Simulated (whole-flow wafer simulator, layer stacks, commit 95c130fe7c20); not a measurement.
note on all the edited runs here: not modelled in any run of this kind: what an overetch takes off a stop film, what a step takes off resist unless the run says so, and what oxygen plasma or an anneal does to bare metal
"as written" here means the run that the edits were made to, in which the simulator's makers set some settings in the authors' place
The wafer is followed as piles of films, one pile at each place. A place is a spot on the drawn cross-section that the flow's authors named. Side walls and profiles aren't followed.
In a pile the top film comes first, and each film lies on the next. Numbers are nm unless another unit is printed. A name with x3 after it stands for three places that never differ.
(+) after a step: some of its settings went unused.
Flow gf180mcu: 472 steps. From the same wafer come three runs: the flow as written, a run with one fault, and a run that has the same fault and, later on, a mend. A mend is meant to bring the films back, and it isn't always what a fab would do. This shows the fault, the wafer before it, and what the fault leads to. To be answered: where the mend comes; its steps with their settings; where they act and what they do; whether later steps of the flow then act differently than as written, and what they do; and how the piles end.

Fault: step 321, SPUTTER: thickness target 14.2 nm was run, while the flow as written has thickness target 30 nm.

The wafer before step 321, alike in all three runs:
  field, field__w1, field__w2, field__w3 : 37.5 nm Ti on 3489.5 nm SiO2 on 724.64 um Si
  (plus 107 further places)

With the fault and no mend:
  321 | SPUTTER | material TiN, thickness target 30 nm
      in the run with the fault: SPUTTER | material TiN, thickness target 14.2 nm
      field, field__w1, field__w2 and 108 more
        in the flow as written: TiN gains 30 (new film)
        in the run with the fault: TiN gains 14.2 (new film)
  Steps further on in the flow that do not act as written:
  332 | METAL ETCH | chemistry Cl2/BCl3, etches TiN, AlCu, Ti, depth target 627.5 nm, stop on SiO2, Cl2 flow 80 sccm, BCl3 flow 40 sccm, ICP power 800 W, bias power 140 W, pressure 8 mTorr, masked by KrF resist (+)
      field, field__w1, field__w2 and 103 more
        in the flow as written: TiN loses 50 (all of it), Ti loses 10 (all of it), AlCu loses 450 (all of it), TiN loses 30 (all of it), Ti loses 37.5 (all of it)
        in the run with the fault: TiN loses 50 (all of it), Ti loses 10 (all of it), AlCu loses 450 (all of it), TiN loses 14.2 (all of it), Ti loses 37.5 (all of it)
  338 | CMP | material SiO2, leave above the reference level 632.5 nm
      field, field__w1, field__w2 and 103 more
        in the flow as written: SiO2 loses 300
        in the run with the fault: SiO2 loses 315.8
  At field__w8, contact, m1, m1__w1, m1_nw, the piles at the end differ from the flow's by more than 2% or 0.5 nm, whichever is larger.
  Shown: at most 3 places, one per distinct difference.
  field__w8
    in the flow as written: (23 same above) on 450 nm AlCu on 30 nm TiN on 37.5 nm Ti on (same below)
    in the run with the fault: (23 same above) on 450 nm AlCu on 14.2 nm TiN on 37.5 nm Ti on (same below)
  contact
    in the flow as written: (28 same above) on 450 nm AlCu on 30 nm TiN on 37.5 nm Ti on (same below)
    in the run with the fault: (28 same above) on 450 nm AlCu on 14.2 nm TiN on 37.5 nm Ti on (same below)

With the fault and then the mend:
  After step 321 comes the mend.
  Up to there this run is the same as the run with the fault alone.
  321a | SPUTTER | material TiN, thickness target 15.8 nm (the flow's step 321 again, with other settings)
      field, field__w1, field__w2 and 108 more
        TiN gains 15.8
  Later steps of the flow that are run all act as written at every place that is followed.
  By the end, the piles equal the flow's at every place that both follow.
